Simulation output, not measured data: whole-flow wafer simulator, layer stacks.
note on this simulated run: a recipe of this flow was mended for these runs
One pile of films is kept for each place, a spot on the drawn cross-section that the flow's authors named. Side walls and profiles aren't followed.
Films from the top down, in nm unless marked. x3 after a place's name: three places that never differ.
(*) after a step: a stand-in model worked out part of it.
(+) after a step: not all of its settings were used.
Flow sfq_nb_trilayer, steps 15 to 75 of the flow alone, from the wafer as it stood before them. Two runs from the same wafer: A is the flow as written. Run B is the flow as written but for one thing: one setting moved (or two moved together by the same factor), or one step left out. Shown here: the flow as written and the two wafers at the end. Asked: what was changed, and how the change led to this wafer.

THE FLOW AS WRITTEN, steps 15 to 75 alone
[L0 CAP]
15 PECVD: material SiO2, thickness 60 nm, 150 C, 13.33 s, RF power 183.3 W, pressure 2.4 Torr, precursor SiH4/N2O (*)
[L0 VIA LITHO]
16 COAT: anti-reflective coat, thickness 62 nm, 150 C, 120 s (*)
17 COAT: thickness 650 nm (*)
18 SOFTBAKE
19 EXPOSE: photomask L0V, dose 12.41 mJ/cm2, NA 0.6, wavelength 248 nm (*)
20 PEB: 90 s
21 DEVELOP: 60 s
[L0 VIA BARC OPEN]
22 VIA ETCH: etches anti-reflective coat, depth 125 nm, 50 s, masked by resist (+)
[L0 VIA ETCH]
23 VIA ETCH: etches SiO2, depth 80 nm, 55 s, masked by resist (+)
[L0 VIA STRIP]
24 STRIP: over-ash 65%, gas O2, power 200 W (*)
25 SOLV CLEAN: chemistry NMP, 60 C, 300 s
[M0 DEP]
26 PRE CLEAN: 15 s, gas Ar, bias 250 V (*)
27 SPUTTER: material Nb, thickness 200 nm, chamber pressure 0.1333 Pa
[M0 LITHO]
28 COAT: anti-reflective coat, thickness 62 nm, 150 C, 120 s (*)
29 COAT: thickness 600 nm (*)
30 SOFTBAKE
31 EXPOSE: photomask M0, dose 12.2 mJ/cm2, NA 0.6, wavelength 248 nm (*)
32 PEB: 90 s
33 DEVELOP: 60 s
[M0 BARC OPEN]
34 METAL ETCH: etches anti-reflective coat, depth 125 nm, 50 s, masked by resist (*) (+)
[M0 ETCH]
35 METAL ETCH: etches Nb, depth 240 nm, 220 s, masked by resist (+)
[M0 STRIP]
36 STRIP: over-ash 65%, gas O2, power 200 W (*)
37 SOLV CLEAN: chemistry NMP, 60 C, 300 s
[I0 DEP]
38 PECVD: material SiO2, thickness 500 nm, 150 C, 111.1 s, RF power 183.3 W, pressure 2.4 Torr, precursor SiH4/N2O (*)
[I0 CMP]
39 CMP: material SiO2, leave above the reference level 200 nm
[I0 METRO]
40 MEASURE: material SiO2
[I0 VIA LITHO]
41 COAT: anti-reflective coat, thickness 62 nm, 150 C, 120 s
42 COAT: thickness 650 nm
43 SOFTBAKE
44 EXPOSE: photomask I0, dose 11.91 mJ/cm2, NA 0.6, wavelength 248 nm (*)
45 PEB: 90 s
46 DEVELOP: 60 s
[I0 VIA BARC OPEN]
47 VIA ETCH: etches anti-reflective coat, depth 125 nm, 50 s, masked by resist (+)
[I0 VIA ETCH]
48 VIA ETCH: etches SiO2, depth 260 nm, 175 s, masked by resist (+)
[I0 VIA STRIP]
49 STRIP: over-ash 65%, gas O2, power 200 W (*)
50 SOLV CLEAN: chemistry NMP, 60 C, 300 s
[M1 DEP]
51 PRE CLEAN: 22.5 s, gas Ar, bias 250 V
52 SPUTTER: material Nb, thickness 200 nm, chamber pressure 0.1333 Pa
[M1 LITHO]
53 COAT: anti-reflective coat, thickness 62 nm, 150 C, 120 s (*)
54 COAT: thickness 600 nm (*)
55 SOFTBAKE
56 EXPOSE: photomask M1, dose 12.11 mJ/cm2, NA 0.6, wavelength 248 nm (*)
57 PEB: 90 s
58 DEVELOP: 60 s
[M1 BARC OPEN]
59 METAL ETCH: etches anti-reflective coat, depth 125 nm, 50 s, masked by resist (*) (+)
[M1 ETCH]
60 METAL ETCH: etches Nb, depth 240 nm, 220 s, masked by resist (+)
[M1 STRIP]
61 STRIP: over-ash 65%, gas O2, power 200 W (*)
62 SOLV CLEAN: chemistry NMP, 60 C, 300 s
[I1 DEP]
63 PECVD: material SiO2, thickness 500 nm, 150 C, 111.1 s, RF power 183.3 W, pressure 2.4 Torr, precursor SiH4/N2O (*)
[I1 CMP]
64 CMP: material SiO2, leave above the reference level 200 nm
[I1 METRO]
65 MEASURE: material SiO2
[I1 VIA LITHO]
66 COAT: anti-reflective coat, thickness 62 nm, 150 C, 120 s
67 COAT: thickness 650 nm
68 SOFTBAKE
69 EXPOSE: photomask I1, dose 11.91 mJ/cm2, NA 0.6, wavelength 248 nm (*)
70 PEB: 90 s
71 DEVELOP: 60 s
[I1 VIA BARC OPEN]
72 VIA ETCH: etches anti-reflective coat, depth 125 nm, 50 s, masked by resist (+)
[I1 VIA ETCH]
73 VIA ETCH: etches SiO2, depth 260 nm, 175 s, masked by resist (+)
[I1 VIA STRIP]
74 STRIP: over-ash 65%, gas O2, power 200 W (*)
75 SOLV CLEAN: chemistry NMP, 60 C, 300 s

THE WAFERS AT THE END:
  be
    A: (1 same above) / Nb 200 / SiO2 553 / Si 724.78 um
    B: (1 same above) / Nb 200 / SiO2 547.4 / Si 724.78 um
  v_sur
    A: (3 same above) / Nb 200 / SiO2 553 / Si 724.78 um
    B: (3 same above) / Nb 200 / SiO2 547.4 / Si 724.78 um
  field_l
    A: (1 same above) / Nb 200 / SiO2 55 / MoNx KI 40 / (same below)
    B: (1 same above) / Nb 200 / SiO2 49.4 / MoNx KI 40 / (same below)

The cause: step 15, PECVD: pressure 2.76 Torr was run, where the flow has pressure 2.4 Torr.

How the change led to this, step by step:
  15 PECVD: material SiO2, thickness 60 nm, 150 C, 13.33 s, RF power 183.3 W, pressure 2.4 Torr, precursor SiH4/N2O (*)
      v_sur, via_wl, via_w and 97 more: A SiO2 +60 | B SiO2 +54.4
      field_l, l0_sur, l0v, l0r_line_l, l0r_line_c, l0r_line_r: A SiO2 +60 (new film) | B SiO2 +54.4 (new film)
  23 VIA ETCH: etches SiO2, depth 80 nm, 55 s, masked by resist (+)
      l0v: A SiO2 -59.7 (all of it), MoNx KI -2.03 | B SiO2 -54.1 (all of it), MoNx KI -2.59
  28 COAT: anti-reflective coat, thickness 62 nm, 150 C, 120 s (*)
      l0_sur: A anti-reflective coat +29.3 (new film) | B anti-reflective coat +30.9 (new film)
      l0v: A anti-reflective coat +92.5 (new film) | B anti-reflective coat +90 (new film)
  36 STRIP: over-ash 65%, gas O2, power 200 W (*)
      l0_sur: A KrF-resist-other-grade -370 (all of it), anti-reflective coat -29.3 (all of it) | B KrF-resist-other-grade -369.1 (all of it), anti-reflective coat -30.9 (all of it)
      l0v: A KrF-resist-other-grade -374.1 (all of it), anti-reflective coat -92.5 (all of it) | B KrF-resist-other-grade -371.8 (all of it), anti-reflective coat -90 (all of it)
  39 CMP: material SiO2, leave above the reference level 200 nm
      l0v: A SiO2 -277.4 | B SiO2 -283.3
